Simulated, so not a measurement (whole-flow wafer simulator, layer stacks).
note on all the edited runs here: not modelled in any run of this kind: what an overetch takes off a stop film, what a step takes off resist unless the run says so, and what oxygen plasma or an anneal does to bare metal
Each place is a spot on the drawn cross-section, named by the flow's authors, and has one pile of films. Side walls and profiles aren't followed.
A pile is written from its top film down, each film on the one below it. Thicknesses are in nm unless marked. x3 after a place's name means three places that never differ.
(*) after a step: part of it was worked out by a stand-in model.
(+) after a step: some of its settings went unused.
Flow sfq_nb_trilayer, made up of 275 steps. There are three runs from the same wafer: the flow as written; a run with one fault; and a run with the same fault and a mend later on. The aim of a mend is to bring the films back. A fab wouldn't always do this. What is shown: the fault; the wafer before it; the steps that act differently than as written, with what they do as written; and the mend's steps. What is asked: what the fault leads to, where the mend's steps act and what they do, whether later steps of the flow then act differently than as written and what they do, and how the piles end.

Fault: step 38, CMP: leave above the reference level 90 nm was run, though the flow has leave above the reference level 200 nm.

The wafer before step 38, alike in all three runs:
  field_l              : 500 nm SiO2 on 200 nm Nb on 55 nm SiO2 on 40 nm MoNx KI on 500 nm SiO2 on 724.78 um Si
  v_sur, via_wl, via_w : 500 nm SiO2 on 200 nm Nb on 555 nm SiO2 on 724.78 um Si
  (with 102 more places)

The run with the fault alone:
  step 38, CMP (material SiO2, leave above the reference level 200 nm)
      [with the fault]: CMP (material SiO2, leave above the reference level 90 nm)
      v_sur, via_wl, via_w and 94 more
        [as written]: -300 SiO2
        [with the fault]: -410 SiO2
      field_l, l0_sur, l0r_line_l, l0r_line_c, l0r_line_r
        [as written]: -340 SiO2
        [with the fault]: -450 SiO2
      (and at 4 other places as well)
  Later steps of the flow acting differently than as written (3 more steps, not shown, differ only slightly: by at most 2% or 0.5 nm, whichever is larger):
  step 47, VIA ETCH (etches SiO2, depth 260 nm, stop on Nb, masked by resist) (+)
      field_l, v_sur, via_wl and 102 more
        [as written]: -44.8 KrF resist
        [with the fault]: -23.2 KrF resist
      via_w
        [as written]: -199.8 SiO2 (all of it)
        [with the fault]: -89.8 SiO2 (all of it)
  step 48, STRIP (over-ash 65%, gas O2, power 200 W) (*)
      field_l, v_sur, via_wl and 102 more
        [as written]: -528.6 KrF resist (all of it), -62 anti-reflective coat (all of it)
        [with the fault]: -550.2 KrF resist (all of it), -62 anti-reflective coat (all of it)
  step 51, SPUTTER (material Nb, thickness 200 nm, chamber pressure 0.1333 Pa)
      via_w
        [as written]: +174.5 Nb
        [with the fault]: +195.8 Nb
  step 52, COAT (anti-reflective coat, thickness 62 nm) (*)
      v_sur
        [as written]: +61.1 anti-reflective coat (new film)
        [with the fault]: +58 anti-reflective coat (new film)
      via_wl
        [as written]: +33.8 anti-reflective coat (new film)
        [with the fault]: +38.9 anti-reflective coat (new film)
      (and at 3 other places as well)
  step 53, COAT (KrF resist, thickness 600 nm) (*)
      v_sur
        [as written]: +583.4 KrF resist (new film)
        [with the fault]: +595.6 KrF resist (new film)
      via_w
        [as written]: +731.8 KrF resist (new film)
        [with the fault]: +643 KrF resist (new film)
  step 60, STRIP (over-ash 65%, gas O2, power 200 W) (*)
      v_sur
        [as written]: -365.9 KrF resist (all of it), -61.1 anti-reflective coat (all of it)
        [with the fault]: -378 KrF resist (all of it), -58 anti-reflective coat (all of it)
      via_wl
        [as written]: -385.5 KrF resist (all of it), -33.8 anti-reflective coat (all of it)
        [with the fault]: -393.8 KrF resist (all of it), -38.9 anti-reflective coat (all of it)
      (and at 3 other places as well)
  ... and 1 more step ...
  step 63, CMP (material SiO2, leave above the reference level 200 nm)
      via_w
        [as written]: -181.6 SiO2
        [with the fault]: -206.8 SiO2
  The piles end different from the flow's at field_l, v_sur, via_wl and 103 more by more than 2% or 0.5 nm, whichever is larger.
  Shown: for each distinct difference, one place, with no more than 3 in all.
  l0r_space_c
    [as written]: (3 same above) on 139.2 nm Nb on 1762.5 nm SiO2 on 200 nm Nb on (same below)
    [with the fault]: (3 same above) on 139.2 nm Nb on 1652.5 nm SiO2 on 200 nm Nb on (same below)
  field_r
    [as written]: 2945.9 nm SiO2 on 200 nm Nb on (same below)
    [with the fault]: 2835.9 nm SiO2 on 200 nm Nb on (same below)
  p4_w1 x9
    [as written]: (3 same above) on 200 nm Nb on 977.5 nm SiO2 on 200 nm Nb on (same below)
    [with the fault]: (3 same above) on 200 nm Nb on 867.5 nm SiO2 on 200 nm Nb on (same below)

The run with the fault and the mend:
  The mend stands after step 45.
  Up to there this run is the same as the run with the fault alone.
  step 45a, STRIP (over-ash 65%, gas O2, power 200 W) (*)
      field_l, v_sur, via_wl and 102 more
        -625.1 KrF resist (all of it), -62 anti-reflective coat (all of it)
      via_w
        -62 anti-reflective coat (all of it)
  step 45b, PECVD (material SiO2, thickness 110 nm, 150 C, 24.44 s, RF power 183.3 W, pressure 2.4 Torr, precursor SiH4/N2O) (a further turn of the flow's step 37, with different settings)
      field_l, v_sur, via_wl and 103 more
        +110 SiO2
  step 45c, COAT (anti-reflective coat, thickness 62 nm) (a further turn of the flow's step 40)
      field_l, v_sur, via_wl and 103 more
        +62 anti-reflective coat (new film)
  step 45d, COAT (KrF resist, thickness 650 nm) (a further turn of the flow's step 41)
      field_l, v_sur, via_wl and 103 more
        +650 KrF resist (new film)
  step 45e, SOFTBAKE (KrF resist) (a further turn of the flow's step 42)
      alters no film at any place that is followed
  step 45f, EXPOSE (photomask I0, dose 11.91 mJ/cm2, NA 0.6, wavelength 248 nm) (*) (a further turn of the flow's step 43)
      alters no film at any place that is followed
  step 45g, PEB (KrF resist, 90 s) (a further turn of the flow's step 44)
      field_l, v_sur, via_wl and 103 more
        -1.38 KrF resist
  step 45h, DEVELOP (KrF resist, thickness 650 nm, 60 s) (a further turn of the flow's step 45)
      field_l, v_sur, via_wl and 102 more
        -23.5 KrF resist
      via_w
        -648.6 KrF resist (all of it)
  Every later step of the flow that is run acts as written at every place that is followed.
  The piles end the same as the flow's at every place that both follow.
